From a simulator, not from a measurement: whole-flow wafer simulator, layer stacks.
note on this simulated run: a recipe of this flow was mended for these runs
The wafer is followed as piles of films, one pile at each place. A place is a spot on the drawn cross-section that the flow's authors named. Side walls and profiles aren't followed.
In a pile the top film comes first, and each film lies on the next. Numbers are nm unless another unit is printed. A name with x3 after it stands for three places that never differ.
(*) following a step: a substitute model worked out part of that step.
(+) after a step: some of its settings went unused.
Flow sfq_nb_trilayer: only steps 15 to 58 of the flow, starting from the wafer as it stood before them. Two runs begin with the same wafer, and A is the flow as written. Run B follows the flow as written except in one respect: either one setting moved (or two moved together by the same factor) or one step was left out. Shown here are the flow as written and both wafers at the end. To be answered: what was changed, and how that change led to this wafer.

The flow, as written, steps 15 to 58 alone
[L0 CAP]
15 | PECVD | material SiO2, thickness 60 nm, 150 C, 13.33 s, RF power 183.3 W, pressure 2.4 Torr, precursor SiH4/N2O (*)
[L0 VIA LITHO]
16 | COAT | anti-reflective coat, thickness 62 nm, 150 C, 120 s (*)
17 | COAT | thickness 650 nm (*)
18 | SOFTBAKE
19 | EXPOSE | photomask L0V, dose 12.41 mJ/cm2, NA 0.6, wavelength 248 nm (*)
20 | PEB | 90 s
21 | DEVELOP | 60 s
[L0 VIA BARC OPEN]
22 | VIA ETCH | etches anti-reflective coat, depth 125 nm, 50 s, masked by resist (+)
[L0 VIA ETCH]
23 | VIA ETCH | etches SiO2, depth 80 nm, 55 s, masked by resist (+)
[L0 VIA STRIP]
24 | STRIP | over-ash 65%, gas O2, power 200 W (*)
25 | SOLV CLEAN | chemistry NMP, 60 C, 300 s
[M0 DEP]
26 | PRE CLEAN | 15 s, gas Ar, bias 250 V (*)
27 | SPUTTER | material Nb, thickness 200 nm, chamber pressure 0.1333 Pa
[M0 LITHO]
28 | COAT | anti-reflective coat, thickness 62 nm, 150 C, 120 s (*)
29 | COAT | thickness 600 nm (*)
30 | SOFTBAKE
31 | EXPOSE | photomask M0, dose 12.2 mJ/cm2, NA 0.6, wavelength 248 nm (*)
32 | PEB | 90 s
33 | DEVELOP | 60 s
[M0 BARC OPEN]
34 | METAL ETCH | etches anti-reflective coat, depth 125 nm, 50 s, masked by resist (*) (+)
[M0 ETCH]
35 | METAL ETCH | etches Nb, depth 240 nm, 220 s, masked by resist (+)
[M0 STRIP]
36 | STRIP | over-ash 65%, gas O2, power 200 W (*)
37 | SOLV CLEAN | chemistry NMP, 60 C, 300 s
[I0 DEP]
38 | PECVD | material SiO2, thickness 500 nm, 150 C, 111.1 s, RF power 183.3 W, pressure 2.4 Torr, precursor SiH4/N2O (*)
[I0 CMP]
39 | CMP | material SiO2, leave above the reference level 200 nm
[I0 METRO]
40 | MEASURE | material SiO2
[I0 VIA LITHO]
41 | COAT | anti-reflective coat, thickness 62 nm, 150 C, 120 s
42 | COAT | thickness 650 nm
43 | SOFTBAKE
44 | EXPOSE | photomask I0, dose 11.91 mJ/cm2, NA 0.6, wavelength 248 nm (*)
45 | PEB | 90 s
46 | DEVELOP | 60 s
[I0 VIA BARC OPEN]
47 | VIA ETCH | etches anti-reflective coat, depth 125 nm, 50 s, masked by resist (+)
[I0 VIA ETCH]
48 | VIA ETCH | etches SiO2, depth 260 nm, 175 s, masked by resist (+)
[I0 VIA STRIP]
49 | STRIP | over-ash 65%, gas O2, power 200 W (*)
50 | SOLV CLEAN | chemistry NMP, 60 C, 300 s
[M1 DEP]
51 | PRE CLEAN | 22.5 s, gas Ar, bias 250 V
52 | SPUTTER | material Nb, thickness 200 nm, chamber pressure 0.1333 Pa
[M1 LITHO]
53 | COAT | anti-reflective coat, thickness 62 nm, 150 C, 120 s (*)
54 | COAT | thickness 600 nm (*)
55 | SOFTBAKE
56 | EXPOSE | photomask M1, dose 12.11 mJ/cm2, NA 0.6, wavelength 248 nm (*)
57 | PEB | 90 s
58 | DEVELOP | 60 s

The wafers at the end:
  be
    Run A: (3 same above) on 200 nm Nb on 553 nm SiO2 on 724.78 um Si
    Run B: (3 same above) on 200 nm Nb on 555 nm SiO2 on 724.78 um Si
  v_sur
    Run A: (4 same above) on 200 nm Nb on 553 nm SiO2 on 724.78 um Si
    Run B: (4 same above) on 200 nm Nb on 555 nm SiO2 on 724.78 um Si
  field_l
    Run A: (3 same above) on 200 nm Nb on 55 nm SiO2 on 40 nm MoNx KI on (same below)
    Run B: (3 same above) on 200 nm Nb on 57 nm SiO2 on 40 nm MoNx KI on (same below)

Cause: step 15, PECVD: pressure 2.27 Torr was run, while the flow as written has pressure 2.4 Torr.

How this came from the change, step by step:
  15 | PECVD | material SiO2, thickness 60 nm, 150 C, 13.33 s, RF power 183.3 W, pressure 2.4 Torr, precursor SiH4/N2O (*)
      v_sur, via_wl, via_w and 97 more: A SiO2 gains 60 | B SiO2 gains 62
      field_l, l0_sur, l0v, l0r_line_l, l0r_line_c, l0r_line_r: A SiO2 gains 60 (new film) | B SiO2 gains 62 (new film)
  23 | VIA ETCH | etches SiO2, depth 80 nm, 55 s, masked by resist (+)
      l0v: A SiO2 loses 59.7 (all of it), MoNx KI loses 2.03 | B SiO2 loses 61.7 (all of it), MoNx KI loses 1.83
  28 | COAT | anti-reflective coat, thickness 62 nm, 150 C, 120 s (*)
      l0_sur: A anti-reflective coat gains 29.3 (new film) | B anti-reflective coat gains 28.7 (new film)
  36 | STRIP | over-ash 65%, gas O2, power 200 W (*)
      l0_sur: A KrF-resist-other-grade loses 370 (all of it), anti-reflective coat loses 29.3 (all of it) | B KrF-resist-other-grade loses 370.3 (all of it), anti-reflective coat loses 28.7 (all of it)
